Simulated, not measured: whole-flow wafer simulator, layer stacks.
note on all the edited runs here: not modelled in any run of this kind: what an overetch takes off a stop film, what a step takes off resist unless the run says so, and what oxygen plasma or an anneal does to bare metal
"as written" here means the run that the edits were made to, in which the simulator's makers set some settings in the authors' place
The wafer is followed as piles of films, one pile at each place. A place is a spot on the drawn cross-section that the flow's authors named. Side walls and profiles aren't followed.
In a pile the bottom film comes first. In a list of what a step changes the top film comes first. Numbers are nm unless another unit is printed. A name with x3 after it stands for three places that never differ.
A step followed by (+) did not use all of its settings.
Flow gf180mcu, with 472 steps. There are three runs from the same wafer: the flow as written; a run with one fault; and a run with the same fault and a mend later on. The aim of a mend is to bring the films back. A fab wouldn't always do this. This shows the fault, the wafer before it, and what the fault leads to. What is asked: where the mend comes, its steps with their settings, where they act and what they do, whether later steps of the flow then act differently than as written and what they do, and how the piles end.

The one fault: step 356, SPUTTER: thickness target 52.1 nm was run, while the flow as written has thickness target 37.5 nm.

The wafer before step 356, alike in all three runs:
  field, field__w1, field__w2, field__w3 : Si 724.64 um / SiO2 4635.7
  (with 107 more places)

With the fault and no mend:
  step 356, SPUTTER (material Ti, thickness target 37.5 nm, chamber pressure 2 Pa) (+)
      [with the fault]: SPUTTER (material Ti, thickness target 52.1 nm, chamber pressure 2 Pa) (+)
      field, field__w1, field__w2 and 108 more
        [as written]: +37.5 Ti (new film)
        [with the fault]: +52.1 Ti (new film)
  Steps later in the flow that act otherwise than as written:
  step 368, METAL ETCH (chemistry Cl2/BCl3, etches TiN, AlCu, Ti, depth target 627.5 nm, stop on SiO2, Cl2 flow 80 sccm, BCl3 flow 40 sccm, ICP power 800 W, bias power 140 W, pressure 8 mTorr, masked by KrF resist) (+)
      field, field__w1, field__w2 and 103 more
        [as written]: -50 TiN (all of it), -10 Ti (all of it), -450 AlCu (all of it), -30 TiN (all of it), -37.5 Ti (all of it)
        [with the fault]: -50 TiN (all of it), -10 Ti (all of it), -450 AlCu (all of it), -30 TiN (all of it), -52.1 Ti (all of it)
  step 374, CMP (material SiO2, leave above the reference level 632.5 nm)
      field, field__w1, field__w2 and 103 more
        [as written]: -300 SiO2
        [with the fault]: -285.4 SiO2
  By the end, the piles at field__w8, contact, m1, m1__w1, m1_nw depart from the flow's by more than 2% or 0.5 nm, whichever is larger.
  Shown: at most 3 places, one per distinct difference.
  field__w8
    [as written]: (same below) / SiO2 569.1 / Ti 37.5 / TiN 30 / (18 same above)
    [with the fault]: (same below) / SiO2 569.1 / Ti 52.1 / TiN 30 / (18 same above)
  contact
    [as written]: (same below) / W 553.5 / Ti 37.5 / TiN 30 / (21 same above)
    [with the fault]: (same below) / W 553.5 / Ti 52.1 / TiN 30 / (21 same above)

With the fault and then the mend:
  The mend stands after step 356.
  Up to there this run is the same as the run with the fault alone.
  step 356a, METAL ETCH (chemistry Cl2/BCl3, etches TiN, AlCu, Ti, depth target 14.6 nm, Cl2 flow 80 sccm, BCl3 flow 40 sccm, ICP power 800 W, bias power 140 W, pressure 8 mTorr) (the flow's step 260, run once more with other settings)
      field, field__w1, field__w2 and 108 more
        -14.6 Ti
  Every later step of the flow that is run acts as written at every place that is followed.
  At every place that both follow, the piles at the end match the flow's.
